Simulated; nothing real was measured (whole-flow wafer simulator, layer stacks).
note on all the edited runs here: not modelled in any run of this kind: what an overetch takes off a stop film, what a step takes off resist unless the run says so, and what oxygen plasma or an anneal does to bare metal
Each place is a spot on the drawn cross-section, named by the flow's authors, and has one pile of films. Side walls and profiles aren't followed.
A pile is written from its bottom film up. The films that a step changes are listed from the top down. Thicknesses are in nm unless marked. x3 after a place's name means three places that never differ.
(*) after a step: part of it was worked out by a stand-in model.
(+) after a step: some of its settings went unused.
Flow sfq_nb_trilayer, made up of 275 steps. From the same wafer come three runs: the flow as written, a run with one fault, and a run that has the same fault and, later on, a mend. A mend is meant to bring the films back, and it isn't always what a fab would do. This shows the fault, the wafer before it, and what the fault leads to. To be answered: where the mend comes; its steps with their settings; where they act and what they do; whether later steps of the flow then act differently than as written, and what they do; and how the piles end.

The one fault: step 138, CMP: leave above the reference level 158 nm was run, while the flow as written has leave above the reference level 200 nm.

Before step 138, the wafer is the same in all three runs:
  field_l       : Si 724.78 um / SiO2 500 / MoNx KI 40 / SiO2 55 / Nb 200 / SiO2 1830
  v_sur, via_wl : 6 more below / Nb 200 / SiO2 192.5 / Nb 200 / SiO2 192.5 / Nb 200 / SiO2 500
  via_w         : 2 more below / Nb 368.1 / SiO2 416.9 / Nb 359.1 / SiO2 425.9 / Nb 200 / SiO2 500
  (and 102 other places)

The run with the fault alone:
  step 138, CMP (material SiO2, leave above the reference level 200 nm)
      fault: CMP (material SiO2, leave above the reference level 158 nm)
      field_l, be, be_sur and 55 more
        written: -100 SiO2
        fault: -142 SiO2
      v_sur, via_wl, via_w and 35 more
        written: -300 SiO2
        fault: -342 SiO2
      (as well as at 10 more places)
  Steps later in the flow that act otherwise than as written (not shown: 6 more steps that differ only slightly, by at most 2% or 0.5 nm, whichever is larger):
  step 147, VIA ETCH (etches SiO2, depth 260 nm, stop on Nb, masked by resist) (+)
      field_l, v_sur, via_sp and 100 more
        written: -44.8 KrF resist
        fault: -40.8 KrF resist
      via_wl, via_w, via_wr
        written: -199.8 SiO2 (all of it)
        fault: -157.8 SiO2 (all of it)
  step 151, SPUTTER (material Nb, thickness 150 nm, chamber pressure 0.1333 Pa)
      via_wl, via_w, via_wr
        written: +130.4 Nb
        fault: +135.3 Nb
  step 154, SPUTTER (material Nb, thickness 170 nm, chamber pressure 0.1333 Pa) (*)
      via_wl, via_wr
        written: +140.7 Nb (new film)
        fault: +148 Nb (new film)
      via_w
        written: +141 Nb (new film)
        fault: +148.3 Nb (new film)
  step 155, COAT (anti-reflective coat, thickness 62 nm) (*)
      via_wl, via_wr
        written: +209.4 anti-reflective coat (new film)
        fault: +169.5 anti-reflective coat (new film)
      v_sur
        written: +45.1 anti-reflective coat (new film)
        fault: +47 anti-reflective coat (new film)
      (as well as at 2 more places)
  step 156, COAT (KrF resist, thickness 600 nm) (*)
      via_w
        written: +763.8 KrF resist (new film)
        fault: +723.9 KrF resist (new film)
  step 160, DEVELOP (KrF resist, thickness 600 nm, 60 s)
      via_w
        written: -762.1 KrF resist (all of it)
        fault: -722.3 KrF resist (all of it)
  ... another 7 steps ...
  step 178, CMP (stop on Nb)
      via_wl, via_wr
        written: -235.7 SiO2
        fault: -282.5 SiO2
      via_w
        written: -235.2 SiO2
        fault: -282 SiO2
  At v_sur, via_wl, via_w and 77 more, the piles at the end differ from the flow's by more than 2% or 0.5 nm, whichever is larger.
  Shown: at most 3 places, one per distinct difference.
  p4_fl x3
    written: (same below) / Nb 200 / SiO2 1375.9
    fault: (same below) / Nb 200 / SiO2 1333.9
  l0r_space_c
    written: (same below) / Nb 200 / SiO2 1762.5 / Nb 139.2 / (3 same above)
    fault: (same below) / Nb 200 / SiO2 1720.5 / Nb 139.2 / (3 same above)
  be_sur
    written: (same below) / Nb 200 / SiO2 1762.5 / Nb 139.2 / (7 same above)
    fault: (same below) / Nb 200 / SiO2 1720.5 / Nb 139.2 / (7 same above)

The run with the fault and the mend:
  The mend stands after step 139.
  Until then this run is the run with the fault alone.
  step 139a, PECVD (material SiO2, thickness 42 nm, 150 C, 9.333 s, RF power 183.3 W, pressure 2.4 Torr, precursor SiH4/N2O) (the flow's step 137, run once more with other settings)
      field_l, v_sur, via_wl and 103 more
        +42 SiO2
  Later steps of the flow that are run all act as written at every place that is followed, up to a difference of at most 2% or 0.5 nm, whichever is larger.
  The piles end only slightly different from the flow's at the places that both follow, by no more than 2% or 0.5 nm, whichever is larger.
